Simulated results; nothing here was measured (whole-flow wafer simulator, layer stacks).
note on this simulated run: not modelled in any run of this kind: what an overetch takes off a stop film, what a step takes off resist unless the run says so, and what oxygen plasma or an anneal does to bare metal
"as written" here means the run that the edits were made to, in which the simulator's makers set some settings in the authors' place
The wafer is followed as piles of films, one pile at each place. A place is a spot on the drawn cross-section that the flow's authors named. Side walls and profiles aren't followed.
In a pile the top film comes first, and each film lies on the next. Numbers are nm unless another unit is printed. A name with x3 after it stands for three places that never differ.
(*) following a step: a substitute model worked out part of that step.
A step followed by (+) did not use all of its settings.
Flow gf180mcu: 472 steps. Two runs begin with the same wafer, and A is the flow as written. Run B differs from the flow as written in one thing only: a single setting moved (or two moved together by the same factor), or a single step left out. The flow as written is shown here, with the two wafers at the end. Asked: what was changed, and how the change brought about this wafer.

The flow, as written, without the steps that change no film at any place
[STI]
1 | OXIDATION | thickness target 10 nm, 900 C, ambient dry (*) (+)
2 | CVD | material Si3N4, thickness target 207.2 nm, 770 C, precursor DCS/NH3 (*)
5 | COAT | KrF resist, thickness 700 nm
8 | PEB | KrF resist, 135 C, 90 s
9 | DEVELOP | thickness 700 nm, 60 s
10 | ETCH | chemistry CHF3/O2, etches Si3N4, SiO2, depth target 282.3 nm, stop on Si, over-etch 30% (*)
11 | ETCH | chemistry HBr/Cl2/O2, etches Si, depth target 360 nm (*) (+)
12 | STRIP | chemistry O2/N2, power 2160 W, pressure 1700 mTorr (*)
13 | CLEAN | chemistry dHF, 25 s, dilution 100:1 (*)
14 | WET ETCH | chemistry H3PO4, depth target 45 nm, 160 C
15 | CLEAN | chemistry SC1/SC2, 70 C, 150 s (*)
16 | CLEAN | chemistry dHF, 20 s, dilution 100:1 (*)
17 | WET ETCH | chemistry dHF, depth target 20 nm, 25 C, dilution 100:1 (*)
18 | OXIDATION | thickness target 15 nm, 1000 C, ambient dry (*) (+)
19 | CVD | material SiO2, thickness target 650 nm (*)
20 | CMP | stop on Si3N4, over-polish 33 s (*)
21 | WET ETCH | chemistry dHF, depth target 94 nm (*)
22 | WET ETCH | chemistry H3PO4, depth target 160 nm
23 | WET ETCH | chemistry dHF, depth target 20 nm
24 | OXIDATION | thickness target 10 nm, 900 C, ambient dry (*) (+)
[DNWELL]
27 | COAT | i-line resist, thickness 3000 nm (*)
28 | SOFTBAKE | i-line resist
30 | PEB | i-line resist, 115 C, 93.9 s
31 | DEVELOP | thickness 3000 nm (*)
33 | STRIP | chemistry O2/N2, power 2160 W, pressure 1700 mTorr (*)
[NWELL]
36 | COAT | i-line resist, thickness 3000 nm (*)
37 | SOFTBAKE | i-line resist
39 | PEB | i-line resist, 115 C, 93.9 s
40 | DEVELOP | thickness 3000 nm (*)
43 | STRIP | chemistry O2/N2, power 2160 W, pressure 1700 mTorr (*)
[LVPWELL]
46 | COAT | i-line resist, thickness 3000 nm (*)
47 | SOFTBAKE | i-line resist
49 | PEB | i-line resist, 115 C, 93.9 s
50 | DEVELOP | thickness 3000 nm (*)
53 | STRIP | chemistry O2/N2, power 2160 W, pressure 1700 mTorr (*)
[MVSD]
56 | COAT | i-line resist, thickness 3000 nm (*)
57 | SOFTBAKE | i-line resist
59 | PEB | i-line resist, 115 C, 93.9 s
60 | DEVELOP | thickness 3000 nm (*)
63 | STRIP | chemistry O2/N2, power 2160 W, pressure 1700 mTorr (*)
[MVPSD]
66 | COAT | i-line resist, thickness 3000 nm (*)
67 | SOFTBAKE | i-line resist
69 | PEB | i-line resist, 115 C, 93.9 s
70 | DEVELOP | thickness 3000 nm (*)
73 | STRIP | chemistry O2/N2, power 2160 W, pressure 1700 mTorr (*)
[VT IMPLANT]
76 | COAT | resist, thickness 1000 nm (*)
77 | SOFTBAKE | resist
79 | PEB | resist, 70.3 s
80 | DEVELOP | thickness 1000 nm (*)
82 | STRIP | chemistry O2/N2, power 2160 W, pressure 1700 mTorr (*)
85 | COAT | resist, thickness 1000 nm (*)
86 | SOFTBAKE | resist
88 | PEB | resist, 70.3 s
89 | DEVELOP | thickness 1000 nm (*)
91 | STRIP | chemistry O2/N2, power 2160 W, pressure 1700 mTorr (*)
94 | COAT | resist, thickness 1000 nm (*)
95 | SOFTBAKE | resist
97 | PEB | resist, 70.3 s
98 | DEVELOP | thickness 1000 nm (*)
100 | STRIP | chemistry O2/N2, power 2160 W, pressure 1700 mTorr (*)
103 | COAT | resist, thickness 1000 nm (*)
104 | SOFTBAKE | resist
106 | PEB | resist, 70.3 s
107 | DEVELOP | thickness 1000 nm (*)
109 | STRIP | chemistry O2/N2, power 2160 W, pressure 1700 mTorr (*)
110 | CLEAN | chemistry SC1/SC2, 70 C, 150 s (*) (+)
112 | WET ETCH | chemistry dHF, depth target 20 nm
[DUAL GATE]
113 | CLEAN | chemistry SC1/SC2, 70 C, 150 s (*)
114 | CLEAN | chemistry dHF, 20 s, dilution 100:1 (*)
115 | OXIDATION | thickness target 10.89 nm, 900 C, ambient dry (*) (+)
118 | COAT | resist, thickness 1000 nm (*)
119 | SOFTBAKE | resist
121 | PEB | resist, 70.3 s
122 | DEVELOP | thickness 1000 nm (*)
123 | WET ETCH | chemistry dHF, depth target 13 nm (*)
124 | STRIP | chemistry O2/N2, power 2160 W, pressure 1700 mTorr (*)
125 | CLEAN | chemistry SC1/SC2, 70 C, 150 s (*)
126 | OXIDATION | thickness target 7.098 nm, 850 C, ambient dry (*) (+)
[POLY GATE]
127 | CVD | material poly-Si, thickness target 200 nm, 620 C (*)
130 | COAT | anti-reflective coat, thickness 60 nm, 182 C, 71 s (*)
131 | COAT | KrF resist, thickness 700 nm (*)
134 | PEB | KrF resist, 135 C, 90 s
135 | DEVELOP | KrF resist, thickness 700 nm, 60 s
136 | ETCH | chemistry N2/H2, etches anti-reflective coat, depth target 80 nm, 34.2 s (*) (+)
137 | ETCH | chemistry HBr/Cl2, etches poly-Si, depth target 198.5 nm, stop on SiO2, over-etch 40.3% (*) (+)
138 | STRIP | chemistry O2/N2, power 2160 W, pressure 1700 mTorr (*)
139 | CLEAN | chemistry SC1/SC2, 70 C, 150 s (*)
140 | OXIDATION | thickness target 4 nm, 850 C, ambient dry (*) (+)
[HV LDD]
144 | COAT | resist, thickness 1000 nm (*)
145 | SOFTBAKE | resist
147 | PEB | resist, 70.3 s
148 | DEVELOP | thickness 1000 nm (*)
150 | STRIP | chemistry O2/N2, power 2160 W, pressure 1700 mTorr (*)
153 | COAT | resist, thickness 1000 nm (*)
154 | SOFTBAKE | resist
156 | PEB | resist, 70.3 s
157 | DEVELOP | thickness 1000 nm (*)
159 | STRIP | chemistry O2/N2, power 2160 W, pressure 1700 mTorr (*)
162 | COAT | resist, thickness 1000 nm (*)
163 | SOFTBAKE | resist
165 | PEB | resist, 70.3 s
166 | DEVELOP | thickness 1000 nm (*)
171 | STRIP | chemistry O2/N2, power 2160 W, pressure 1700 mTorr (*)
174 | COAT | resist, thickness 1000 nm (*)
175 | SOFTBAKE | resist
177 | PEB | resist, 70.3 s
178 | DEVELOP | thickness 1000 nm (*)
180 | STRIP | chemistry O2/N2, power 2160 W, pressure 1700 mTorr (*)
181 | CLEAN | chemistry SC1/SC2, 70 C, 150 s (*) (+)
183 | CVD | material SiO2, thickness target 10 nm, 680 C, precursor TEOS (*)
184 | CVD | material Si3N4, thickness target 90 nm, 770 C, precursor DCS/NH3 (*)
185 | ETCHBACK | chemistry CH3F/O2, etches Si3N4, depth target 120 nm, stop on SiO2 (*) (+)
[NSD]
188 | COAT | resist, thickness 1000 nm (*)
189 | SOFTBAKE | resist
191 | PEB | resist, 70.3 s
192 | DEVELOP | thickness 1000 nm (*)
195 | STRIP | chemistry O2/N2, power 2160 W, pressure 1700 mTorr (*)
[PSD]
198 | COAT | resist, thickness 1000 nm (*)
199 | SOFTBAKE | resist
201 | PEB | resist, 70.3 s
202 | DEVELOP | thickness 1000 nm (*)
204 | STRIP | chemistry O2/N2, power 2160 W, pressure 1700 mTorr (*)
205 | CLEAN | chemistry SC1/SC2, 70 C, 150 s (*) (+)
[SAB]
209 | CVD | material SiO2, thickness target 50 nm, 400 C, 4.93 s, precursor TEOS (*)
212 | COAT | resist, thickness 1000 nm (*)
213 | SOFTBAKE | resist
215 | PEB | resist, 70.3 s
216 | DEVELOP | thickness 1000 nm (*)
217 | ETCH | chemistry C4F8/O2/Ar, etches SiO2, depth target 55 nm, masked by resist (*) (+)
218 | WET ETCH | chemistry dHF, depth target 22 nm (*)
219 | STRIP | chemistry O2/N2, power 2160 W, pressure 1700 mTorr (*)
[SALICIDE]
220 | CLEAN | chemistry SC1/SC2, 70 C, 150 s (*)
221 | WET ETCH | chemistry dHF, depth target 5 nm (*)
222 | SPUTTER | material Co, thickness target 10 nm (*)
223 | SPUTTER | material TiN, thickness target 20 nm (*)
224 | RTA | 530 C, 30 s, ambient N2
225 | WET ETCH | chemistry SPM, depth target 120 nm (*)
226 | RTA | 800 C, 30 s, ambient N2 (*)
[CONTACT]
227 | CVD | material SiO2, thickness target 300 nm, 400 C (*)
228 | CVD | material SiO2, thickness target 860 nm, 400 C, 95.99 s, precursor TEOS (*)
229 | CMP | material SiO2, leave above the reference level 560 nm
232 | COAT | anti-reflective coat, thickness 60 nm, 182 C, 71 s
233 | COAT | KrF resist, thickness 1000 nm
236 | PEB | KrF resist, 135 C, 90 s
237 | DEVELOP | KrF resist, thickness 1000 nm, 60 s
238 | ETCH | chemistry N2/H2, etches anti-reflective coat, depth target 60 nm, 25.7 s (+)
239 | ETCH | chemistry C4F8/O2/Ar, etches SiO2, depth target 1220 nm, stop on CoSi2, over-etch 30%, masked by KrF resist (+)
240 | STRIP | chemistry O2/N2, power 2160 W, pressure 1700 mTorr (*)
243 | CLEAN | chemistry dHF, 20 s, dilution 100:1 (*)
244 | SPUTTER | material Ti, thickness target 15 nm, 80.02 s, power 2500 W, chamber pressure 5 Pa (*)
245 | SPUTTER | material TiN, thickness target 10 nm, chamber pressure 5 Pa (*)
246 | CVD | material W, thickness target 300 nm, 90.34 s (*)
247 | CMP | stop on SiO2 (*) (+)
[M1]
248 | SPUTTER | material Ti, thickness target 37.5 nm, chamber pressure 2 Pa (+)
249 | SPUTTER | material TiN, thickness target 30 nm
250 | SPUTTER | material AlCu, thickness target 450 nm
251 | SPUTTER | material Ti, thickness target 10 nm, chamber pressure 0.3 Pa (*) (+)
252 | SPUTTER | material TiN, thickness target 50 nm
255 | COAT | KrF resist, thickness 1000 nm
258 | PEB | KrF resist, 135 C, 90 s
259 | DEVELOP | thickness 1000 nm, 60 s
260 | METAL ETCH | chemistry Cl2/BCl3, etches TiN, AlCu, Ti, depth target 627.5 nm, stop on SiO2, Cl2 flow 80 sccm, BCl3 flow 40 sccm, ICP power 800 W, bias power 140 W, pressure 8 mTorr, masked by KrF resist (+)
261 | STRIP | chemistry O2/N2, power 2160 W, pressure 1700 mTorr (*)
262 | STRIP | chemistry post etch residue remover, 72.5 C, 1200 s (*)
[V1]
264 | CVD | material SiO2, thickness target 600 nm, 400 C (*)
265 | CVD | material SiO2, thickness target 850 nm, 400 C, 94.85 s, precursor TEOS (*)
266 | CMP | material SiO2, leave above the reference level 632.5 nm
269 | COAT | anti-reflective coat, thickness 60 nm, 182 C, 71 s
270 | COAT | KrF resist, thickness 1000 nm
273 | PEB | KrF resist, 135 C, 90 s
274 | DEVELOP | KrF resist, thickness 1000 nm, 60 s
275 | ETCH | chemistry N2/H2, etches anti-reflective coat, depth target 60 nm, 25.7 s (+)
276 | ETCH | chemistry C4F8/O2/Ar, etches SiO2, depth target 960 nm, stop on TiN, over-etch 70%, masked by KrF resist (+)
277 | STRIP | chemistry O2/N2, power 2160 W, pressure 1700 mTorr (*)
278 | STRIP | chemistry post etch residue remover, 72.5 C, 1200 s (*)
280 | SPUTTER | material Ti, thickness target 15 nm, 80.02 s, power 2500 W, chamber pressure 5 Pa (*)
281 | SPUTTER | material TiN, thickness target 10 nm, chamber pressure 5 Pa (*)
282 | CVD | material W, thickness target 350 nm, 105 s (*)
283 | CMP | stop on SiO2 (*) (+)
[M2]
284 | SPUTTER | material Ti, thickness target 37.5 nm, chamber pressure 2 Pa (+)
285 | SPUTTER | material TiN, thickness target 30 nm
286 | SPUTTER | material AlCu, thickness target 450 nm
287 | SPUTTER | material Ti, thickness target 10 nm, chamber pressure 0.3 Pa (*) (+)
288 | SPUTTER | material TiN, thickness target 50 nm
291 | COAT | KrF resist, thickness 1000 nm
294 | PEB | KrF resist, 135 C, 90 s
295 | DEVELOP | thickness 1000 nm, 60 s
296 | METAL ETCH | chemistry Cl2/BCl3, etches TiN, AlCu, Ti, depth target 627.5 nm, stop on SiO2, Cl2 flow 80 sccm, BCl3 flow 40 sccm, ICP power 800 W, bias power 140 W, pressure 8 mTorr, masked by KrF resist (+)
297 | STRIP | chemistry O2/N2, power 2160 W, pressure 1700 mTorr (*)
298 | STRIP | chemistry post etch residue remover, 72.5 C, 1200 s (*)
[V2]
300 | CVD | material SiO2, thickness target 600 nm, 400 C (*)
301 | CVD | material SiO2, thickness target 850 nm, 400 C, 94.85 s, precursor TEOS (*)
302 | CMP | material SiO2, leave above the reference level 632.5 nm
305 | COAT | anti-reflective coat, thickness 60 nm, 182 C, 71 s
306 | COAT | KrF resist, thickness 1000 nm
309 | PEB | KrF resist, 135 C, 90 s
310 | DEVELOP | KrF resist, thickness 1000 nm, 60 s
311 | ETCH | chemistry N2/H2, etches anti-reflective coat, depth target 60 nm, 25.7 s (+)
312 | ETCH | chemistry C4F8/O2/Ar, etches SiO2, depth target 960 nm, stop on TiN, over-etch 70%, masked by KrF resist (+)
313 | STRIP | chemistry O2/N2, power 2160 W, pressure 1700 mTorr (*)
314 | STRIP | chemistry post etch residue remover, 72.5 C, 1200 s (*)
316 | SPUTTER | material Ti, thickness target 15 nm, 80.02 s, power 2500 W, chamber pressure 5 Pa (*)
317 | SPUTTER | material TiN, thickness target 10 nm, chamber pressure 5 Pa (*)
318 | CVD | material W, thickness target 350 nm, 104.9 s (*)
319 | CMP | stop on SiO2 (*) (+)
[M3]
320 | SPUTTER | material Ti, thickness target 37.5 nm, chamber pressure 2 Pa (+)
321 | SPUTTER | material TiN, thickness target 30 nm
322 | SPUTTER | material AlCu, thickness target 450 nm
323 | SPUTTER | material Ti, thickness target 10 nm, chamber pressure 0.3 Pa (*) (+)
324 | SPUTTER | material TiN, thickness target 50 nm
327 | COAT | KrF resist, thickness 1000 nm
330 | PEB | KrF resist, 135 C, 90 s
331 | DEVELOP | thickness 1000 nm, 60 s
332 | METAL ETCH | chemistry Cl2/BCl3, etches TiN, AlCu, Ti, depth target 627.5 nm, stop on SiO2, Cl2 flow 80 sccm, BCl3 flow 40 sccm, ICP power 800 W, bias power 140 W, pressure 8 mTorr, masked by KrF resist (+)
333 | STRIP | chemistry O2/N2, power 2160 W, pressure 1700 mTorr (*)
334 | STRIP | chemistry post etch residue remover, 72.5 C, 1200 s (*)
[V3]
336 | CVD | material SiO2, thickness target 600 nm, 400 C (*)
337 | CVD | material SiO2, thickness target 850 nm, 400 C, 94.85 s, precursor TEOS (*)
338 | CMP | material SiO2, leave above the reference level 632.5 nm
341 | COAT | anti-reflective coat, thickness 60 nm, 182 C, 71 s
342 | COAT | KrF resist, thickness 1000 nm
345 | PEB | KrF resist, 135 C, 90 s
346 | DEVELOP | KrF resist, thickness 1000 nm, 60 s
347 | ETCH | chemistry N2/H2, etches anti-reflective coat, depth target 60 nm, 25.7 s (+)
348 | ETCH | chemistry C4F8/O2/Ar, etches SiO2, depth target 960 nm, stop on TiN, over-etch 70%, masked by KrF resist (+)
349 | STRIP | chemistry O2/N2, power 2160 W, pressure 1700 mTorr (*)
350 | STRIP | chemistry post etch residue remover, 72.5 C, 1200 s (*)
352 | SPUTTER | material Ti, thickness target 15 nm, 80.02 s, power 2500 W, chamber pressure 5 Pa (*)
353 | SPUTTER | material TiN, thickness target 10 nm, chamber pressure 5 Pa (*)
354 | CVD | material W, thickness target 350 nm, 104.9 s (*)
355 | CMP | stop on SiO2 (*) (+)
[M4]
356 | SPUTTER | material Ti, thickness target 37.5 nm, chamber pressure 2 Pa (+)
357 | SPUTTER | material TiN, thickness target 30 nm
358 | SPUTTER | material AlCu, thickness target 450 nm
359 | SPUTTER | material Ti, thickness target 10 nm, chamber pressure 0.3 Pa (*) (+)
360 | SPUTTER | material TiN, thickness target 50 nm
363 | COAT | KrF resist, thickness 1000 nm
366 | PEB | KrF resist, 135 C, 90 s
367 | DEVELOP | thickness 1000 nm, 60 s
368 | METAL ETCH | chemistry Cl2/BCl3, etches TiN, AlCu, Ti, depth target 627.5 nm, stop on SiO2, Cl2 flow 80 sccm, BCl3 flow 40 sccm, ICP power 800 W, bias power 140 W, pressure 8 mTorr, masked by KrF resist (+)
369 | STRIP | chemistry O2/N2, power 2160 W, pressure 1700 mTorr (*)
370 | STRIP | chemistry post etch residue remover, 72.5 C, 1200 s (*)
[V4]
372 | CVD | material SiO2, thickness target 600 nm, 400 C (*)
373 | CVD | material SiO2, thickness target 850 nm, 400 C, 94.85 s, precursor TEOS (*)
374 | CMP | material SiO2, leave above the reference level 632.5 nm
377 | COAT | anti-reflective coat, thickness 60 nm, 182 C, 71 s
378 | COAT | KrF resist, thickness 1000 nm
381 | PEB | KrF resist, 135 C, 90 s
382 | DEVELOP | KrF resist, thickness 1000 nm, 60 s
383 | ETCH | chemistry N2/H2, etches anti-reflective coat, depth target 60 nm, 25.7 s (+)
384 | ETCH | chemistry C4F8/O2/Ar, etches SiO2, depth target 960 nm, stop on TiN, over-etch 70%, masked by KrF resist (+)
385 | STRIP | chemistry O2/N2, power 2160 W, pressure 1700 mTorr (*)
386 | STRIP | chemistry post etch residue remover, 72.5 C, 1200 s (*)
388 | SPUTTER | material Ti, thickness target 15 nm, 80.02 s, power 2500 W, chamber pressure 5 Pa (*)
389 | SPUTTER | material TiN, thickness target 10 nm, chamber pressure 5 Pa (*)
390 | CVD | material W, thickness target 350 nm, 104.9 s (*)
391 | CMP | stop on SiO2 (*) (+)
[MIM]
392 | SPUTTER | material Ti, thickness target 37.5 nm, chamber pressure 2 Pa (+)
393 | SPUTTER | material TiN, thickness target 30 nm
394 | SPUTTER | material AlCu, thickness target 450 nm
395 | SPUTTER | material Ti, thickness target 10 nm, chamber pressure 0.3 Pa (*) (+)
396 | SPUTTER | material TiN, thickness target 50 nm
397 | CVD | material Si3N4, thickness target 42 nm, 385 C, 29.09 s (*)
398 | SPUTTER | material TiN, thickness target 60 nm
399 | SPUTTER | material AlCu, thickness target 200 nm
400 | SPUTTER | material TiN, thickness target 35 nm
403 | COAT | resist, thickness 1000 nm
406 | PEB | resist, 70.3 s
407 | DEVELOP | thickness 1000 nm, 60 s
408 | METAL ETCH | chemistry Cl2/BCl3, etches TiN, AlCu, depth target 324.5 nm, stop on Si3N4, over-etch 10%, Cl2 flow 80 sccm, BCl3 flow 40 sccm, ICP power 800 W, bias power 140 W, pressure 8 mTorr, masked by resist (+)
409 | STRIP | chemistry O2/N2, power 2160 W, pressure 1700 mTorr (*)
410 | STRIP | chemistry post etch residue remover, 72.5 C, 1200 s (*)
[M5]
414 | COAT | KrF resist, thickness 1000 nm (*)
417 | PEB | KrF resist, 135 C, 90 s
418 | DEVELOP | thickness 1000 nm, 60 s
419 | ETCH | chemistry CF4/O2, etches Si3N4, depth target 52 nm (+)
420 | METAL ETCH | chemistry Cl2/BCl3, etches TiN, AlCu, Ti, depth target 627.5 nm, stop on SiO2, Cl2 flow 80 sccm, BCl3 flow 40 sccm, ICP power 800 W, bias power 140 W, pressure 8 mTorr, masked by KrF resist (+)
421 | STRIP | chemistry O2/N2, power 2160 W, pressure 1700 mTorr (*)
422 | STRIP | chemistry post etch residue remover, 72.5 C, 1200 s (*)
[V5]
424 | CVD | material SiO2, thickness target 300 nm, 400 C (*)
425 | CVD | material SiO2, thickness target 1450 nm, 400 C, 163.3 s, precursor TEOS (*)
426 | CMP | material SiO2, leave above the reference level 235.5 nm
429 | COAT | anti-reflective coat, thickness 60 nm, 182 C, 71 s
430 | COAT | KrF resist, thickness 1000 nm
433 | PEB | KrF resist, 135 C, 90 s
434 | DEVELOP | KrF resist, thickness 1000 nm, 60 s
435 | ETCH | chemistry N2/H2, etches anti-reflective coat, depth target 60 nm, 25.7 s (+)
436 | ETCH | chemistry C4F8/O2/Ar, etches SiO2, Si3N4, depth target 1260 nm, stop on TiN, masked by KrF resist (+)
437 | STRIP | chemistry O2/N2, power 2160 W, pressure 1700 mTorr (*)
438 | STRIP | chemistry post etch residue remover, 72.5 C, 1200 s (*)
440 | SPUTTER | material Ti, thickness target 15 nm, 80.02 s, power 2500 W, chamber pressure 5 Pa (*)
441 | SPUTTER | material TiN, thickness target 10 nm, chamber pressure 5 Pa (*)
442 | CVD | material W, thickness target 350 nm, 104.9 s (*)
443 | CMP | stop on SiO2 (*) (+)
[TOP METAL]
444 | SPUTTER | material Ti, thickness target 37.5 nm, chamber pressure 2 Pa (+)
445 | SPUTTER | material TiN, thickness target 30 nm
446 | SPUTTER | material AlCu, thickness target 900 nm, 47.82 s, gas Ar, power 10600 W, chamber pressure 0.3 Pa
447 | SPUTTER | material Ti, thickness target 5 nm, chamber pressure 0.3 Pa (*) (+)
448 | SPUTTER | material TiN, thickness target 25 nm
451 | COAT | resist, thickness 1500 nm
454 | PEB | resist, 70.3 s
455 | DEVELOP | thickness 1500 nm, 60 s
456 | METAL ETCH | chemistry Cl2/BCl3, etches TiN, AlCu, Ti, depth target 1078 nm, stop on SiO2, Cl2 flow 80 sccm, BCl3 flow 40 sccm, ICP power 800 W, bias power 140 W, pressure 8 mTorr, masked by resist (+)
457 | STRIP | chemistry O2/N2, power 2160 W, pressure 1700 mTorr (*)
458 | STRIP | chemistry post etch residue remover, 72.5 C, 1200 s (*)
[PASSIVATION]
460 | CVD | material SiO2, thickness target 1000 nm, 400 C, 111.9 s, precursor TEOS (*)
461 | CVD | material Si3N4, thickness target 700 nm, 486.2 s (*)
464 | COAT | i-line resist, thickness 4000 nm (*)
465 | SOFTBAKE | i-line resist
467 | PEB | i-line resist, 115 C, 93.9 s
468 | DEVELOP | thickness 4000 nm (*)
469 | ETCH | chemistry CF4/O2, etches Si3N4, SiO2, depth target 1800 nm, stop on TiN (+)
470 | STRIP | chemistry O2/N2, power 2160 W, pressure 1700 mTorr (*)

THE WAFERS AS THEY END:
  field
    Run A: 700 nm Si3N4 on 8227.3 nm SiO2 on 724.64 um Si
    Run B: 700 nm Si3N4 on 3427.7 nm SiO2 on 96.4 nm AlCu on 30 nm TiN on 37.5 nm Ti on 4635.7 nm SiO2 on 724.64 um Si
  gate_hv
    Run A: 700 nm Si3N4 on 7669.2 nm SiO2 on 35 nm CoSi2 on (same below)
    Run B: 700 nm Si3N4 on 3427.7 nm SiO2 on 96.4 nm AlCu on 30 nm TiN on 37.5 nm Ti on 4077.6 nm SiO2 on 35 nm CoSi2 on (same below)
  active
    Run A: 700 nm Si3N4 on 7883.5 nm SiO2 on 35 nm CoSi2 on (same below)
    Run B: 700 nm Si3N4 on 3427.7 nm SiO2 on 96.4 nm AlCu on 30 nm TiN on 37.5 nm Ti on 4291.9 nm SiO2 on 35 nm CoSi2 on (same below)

What caused this: step 368, METAL ETCH: depth target 407.9 nm was run, while the flow as written has depth target 627.5 nm.

The path from the change to this, step by step:
  368 | METAL ETCH | chemistry Cl2/BCl3, etches TiN, AlCu, Ti, depth target 627.5 nm, stop on SiO2, Cl2 flow 80 sccm, BCl3 flow 40 sccm, ICP power 800 W, bias power 140 W, pressure 8 mTorr, masked by KrF resist (+)
      field, field__w1, field__w2 and 103 more: A -50 TiN (all of it), -10 Ti (all of it), -450 AlCu (all of it), -30 TiN (all of it), -37.5 Ti (all of it) | B -50 TiN (all of it), -10 Ti (all of it), -347.9 AlCu
      field__w8, contact, m1, m1__w1, m1_nw: A -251 KrF resist | B -163.2 KrF resist
  369 | STRIP | chemistry O2/N2, power 2160 W, pressure 1700 mTorr (*)
      field__w8, contact, m1, m1__w1, m1_nw: A -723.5 KrF resist (all of it) | B -811.4 KrF resist (all of it)
  370 | STRIP | chemistry post etch residue remover, 72.5 C, 1200 s (*)
      field, field__w1, field__w2 and 103 more: A nothing | B -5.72 AlCu
  372 | CVD | material SiO2, thickness target 600 nm, 400 C (*)
      field, field__w1, field__w2 and 103 more: A +600 SiO2 | B +600 SiO2 (new film)
  374 | CMP | material SiO2, leave above the reference level 632.5 nm
      field, field__w1, field__w2 and 103 more: A -300 SiO2 | B -463.9 SiO2
If metal films that touch count as one body, field has 1 body; the flow as written gives 0 bodies.
If metal films that touch count as one body, gate_hv has 2 bodies (between them, from the top down: SiO2 4077.6); the flow as written gives 1 body.
If metal films that touch count as one body, active has 2 bodies (between them, from the top down: SiO2 4291.9); the flow as written gives 1 body.
